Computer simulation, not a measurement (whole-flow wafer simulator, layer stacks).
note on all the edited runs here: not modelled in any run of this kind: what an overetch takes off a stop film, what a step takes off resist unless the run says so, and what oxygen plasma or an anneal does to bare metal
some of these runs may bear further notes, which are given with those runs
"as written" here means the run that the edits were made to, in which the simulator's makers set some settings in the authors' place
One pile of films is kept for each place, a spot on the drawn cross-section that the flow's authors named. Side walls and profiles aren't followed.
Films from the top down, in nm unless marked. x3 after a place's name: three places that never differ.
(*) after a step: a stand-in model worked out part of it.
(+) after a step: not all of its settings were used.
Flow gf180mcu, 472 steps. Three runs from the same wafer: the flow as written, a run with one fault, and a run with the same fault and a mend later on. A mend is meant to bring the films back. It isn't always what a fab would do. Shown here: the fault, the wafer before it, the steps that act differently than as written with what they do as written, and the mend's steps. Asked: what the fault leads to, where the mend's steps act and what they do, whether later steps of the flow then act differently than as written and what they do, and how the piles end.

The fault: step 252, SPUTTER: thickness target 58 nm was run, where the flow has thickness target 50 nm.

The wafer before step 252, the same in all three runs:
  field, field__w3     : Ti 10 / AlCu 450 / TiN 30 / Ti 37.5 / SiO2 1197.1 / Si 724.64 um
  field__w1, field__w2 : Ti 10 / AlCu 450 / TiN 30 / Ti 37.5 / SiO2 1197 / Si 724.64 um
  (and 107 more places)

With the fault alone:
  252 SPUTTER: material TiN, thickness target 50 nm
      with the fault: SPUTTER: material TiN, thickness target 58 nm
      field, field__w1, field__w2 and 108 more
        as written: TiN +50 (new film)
        with the fault: TiN +58 (new film)
  Later steps of the flow that act differently than as written (6 more steps differ only slightly, by at most 2% or 0.5 nm, whichever is larger, and aren't shown):
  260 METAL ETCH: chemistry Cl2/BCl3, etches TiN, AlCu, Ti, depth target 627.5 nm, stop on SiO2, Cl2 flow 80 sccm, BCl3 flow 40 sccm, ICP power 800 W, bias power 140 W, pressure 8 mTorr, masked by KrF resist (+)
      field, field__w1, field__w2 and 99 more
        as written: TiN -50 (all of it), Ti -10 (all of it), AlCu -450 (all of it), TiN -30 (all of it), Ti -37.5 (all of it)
        with the fault: TiN -58 (all of it), Ti -10 (all of it), AlCu -450 (all of it), TiN -30 (all of it), Ti -37.5 (all of it)
  At the end the piles differ from the flow's by more than 2% or 0.5 nm, whichever is larger, at field__w8, contact, m1 and 6 more.
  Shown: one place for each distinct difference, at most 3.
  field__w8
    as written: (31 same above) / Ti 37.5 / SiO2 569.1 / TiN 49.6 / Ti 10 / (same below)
    with the fault: (31 same above) / Ti 37.5 / SiO2 561.1 / TiN 57.6 / Ti 10 / (same below)
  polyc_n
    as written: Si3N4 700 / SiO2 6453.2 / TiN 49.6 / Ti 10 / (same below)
    with the fault: Si3N4 700 / SiO2 6445.2 / TiN 57.6 / Ti 10 / (same below)
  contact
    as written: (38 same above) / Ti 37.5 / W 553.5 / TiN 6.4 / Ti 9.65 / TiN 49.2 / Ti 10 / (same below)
    with the fault: (38 same above) / Ti 37.5 / W 545.4 / TiN 6.43 / Ti 9.7 / TiN 57.2 / Ti 10 / (same below)

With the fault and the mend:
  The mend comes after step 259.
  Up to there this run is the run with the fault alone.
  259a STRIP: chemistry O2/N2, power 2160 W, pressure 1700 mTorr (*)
      field__w8, contact, m1 and 6 more
        KrF resist -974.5 (all of it)
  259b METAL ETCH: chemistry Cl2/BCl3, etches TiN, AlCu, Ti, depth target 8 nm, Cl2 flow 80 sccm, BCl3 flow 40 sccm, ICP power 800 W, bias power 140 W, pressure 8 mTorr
      field, field__w1, field__w2 and 108 more
        TiN -8
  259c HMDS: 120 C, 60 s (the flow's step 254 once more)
      changes no film at any place that is followed
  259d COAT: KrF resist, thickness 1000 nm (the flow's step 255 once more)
      field, field__w1, field__w2 and 108 more
        KrF resist +1000 (new film)
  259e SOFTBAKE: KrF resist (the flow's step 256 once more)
      changes no film at any place that is followed
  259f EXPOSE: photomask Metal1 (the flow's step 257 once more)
      changes no film at any place that is followed
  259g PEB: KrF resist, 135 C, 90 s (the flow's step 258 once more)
      field, field__w1, field__w2 and 108 more
        KrF resist -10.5
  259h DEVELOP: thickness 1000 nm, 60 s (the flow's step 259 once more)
      field, field__w1, field__w2 and 99 more
        KrF resist -989.5 (all of it)
      field__w8, contact, m1 and 6 more
        KrF resist -14.9
  No later step of the flow acts differently than as written at any place that is followed.
  At the end the piles are the same as the flow's at every place that both follow.
